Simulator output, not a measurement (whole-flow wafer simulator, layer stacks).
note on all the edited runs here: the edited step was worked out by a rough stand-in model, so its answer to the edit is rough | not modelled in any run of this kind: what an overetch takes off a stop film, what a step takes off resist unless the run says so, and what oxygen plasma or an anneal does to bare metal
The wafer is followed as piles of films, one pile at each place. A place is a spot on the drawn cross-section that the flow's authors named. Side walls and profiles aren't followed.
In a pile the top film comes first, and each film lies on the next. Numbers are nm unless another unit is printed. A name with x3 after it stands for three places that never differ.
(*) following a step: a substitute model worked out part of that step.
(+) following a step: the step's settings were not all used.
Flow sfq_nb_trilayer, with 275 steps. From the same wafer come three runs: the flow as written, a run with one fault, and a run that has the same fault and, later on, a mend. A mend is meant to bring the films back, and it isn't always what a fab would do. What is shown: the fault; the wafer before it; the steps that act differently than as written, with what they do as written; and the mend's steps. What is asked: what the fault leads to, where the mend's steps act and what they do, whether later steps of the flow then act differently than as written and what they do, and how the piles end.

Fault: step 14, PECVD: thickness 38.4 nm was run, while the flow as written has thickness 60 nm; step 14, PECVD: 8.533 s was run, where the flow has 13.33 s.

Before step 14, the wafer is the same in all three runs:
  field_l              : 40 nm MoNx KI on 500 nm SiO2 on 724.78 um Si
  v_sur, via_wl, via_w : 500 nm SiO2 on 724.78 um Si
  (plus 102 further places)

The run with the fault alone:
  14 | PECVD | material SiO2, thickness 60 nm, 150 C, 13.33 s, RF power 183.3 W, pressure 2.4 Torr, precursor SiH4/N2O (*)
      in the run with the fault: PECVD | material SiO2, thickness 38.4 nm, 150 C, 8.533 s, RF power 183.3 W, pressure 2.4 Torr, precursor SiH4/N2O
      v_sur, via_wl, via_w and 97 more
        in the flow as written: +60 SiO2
        in the run with the fault: +38.4 SiO2
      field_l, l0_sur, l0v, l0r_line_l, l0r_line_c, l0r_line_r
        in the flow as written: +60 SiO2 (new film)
        in the run with the fault: +38.4 SiO2 (new film)
  Later steps of the flow acting differently than as written (not shown: 10 more steps that differ only slightly, by at most 2% or 0.5 nm, whichever is larger):
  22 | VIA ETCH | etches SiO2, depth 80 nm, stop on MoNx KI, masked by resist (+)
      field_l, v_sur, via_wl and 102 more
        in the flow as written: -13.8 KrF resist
        in the run with the fault: -9.89 KrF resist
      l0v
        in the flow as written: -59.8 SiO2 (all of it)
        in the run with the fault: -38.2 SiO2 (all of it)
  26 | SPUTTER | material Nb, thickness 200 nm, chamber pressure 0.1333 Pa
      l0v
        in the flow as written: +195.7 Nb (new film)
        in the run with the fault: +200 Nb (new film)
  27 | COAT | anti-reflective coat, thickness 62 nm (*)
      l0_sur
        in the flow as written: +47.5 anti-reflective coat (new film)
        in the run with the fault: +49.9 anti-reflective coat (new film)
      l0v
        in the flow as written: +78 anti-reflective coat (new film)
        in the run with the fault: +71.1 anti-reflective coat (new film)
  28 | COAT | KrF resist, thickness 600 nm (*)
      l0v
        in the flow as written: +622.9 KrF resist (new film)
        in the run with the fault: +609.1 KrF resist (new film)
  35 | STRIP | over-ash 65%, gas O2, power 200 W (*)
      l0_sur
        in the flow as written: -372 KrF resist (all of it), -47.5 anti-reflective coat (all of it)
        in the run with the fault: -373.4 KrF resist (all of it), -49.9 anti-reflective coat (all of it)
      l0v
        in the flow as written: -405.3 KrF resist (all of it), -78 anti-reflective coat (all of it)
        in the run with the fault: -391.5 KrF resist (all of it), -71.1 anti-reflective coat (all of it)
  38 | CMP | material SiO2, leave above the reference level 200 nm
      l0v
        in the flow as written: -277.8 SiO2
        in the run with the fault: -303.7 SiO2
  At field_l, v_sur, via_wl and 100 more, the piles at the end differ from the flow's by more than 2% or 0.5 nm, whichever is larger.
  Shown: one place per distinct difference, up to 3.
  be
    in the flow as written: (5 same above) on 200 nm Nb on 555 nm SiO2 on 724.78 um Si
    in the run with the fault: (5 same above) on 200 nm Nb on 533.4 nm SiO2 on 724.78 um Si
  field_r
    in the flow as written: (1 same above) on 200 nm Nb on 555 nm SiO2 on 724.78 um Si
    in the run with the fault: (1 same above) on 200 nm Nb on 533.4 nm SiO2 on 724.78 um Si
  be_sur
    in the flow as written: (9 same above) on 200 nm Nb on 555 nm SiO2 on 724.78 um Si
    in the run with the fault: (9 same above) on 200 nm Nb on 533.4 nm SiO2 on 724.78 um Si

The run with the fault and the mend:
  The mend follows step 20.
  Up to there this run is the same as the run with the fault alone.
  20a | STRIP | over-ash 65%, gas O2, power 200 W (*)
      p4_fl x3, p4_w1 x9, p4_g1 x2 and 59 more
        -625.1 KrF resist (all of it), -62 anti-reflective coat (all of it)
      jj_sur, ce_l, c5j, ce_r, sp_r, be_r, r_sur
        -632 KrF resist (all of it), -63.7 anti-reflective coat (all of it)
      gap, res, r_end
        -632.1 KrF resist (all of it), -63.7 anti-reflective coat (all of it)
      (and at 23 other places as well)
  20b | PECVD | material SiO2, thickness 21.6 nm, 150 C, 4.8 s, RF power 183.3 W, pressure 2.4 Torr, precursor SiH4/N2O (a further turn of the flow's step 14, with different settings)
      field_l, v_sur, via_wl and 103 more
        +21.6 SiO2
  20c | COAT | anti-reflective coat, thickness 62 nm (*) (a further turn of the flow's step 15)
      p4_fl x3, p4_w1 x9, p4_g1 x2 and 59 more
        +62 anti-reflective coat (new film)
      be_sur, gap, jj_sur and 8 more
        +63.7 anti-reflective coat (new film)
      wire, be, moat, field_r, lsp_l
        +63.8 anti-reflective coat (new film)
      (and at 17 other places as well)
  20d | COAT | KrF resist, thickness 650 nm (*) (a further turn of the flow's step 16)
      p4_fl x3, p4_w1 x9, p4_g1 x2 and 59 more
        +650 KrF resist (new film)
      jj_sur, ce_l, c5j, ce_r, sp_r, be_r, r_sur
        +656.9 KrF resist (new film)
      v_sur, via_wr
        +659.5 KrF resist (new film)
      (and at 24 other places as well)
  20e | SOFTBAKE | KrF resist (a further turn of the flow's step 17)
      alters no film at any place that is followed
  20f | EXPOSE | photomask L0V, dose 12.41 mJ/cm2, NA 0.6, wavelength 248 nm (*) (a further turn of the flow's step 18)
      alters no film at any place that is followed
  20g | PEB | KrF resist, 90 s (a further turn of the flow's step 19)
      p4_fl x3, p4_w1 x9, p4_g1 x2 and 59 more
        -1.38 KrF resist
      via_v, wire, be and 15 more
        -1.39 KrF resist
      v_sur, via_w, via_wr, via_sp, lsp_m, ln_m6, lsp_r
        -1.4 KrF resist
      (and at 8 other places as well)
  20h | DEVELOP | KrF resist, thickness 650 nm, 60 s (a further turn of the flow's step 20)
      field_l, v_sur, via_wl and 102 more
        -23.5 KrF resist
      l0v
        -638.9 KrF resist (all of it)
  Later steps of the flow that are run all act as written at every place that is followed, up to a difference of at most 2% or 0.5 nm, whichever is larger.
  By the end, the piles equal the flow's at every place that both follow.
